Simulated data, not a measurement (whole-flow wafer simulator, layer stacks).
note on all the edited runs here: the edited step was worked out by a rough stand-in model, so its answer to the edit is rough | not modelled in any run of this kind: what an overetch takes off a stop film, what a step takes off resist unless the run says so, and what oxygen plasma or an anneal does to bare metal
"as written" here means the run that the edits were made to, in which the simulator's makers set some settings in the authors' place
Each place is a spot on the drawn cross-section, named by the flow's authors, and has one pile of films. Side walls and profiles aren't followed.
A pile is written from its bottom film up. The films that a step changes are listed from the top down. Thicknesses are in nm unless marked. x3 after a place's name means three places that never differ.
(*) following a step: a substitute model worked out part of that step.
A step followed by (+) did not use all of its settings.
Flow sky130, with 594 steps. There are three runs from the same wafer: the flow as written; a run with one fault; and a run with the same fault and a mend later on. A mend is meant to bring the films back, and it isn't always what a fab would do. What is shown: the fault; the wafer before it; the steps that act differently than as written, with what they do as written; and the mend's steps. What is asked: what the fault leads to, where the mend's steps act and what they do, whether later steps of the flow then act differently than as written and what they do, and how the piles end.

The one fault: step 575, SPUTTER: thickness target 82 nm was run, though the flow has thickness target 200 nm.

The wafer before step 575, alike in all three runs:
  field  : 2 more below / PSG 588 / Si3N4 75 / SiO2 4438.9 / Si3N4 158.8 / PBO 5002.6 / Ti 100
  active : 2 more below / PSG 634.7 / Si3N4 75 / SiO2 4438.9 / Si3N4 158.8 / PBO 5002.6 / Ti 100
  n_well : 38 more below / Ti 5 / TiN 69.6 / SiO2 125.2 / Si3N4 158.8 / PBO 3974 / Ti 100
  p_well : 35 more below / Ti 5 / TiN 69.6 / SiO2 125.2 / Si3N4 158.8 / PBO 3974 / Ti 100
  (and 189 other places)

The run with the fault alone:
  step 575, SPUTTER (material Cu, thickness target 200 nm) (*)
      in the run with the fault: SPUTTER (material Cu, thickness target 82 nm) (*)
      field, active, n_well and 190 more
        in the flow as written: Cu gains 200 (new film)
        in the run with the fault: Cu gains 82 (new film)
  Later steps of the flow acting differently than as written (6 more steps, not shown, differ only slightly: by at most 2% or 0.5 nm, whichever is larger):
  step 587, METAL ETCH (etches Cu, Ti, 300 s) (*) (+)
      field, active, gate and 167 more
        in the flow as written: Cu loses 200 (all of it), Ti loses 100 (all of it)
        in the run with the fault: Cu loses 82 (all of it), Ti loses 100 (all of it)
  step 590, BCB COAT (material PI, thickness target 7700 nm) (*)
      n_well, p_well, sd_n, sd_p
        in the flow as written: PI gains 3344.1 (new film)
        in the run with the fault: PI gains 3462.1 (new film)
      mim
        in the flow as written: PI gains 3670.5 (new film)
        in the run with the fault: PI gains 3783.2 (new film)
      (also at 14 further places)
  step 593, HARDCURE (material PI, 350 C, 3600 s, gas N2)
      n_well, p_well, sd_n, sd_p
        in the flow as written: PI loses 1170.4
        in the run with the fault: PI loses 1211.7
  By the end, the piles at n_well, p_well, sd_n and 20 more depart from the flow's by more than 2% or 0.5 nm, whichever is larger.
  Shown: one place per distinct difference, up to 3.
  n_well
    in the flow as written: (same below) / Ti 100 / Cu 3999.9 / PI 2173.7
    in the run with the fault: (same below) / Ti 100 / Cu 3881.9 / PI 2250.4
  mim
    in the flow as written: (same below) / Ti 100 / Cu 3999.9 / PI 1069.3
    in the run with the fault: (same below) / Ti 100 / Cu 3881.9 / PI 1179.7
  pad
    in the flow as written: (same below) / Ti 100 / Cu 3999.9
    in the run with the fault: (same below) / Ti 100 / Cu 3881.9

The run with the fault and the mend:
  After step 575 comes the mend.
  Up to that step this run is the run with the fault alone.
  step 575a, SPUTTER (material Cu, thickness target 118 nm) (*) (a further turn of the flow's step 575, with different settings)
      field, active, n_well and 190 more
        Cu gains 118
  None of the later steps of the flow acts differently than as written at any place that is followed.
  At every place that both follow, the piles at the end match the flow's.
